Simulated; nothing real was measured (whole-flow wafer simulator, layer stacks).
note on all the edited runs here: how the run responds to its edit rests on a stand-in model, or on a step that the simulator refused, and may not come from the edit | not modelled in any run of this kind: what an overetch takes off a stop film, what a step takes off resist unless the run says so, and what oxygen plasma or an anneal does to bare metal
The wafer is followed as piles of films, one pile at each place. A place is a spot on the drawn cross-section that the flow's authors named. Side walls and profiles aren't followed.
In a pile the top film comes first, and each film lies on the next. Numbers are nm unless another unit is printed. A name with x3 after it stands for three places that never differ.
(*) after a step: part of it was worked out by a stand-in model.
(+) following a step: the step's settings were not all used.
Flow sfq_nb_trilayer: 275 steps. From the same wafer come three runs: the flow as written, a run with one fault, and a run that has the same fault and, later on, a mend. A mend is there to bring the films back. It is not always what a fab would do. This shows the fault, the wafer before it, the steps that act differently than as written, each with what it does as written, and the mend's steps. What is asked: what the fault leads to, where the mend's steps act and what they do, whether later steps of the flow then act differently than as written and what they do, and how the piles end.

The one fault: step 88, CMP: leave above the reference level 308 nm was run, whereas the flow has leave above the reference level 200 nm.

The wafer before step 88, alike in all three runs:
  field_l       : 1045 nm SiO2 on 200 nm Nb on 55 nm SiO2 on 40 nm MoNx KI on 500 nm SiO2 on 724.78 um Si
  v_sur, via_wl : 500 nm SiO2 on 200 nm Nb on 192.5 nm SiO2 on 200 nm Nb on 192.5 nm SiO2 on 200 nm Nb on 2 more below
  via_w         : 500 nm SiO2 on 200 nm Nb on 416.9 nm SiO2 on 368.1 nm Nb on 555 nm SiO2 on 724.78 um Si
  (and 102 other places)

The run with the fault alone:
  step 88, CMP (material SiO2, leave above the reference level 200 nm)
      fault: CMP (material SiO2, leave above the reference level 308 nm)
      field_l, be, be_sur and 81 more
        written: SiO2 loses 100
        fault: nothing
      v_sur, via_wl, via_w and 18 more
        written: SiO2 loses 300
        fault: SiO2 loses 192
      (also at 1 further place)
  Steps later in the flow that act otherwise than as written (not shown: 6 more steps that differ only slightly, by at most 2% or 0.5 nm, whichever is larger):
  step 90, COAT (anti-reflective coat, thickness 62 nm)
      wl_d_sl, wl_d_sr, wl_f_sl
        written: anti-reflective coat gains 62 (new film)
        fault: anti-reflective coat gains 63.4 (new film)
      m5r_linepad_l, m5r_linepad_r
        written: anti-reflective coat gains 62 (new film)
        fault: anti-reflective coat gains 65.4 (new film)
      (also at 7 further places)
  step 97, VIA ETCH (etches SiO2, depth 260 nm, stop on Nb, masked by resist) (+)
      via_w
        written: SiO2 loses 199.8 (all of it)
        fault: SiO2 loses 260
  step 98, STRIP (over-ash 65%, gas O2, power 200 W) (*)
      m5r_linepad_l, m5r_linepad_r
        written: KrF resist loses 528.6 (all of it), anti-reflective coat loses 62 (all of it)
        fault: KrF resist loses 527.6 (all of it), anti-reflective coat loses 65.4 (all of it)
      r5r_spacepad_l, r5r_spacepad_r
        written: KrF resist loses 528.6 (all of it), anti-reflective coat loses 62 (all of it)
        fault: KrF resist loses 527.9 (all of it), anti-reflective coat loses 65.5 (all of it)
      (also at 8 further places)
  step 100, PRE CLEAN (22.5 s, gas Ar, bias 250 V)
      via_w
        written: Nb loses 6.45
        fault: SiO2 loses 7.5
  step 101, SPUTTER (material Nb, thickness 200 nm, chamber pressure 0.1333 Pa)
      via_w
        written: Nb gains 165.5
        fault: Nb gains 152.6 (new film)
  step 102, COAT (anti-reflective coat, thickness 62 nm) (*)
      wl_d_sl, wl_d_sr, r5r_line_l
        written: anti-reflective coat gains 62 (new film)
        fault: anti-reflective coat gains 63.4 (new film)
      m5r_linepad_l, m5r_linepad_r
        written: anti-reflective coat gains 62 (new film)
        fault: anti-reflective coat gains 65 (new film)
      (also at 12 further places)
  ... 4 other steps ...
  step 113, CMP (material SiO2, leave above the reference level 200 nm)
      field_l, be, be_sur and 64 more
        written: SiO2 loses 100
        fault: SiO2 loses 92
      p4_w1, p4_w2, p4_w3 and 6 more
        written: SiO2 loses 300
        fault: SiO2 loses 292
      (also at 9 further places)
  The piles end different from the flow's at field_l, v_sur, via_wl and 103 more by more than 2% or 0.5 nm, whichever is larger.
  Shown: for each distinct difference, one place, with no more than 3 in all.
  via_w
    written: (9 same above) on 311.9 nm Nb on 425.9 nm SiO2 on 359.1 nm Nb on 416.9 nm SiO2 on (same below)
    fault: (9 same above) on 311.9 nm Nb on 500.1 nm SiO2 on 152.6 nm Nb on 40.3 nm SiO2 on 200 nm Nb on 416.9 nm SiO2 on (same below)
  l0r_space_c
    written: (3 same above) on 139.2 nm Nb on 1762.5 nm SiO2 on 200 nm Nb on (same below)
    fault: (3 same above) on 139.2 nm Nb on 1870.5 nm SiO2 on 200 nm Nb on (same below)
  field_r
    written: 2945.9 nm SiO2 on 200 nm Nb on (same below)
    fault: 3053.9 nm SiO2 on 200 nm Nb on (same below)

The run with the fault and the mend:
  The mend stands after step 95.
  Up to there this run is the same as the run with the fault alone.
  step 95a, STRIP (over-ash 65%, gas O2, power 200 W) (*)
      r_sur, res, r_end and 8 more
        KrF resist loses 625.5 (all of it), anti-reflective coat loses 62.1 (all of it)
      p4_w1, p3_s2, p3_l3, p3_s3, p3_l4, p3_s4, p3_l5, p3_s5
        KrF resist loses 625.4 (all of it), anti-reflective coat loses 62.1 (all of it)
      m0r_line_l, m0r_line_r, r5r_space_c, m6r_line_l, m6r_line_r, m7r_line_l, m7r_line_r
        KrF resist loses 626.5 (all of it), anti-reflective coat loses 62.2 (all of it)
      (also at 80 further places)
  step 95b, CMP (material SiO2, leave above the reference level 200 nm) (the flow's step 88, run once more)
      field_l, be, be_sur and 81 more
        SiO2 loses 100
      v_sur, via_wl, via_w and 19 more
        SiO2 loses 108
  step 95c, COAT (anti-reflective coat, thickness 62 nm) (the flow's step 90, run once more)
      field_l, v_sur, via_wl and 103 more
        anti-reflective coat gains 62 (new film)
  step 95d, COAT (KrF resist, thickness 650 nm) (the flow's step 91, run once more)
      field_l, v_sur, via_wl and 103 more
        KrF resist gains 650 (new film)
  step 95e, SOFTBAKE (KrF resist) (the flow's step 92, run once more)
      alters no film at any place that is followed
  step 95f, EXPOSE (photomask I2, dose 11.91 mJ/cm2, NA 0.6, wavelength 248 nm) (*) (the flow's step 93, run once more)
      alters no film at any place that is followed
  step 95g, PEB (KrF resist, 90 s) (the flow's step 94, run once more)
      field_l, v_sur, via_wl and 103 more
        KrF resist loses 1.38
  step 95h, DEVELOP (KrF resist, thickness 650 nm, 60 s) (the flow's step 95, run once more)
      field_l, v_sur, via_wl and 102 more
        KrF resist loses 23.5
      via_w
        KrF resist loses 648.6 (all of it)
  None of the later steps of the flow acts differently than as written at any place that is followed.
  The piles end the same as the flow's at every place that both follow.
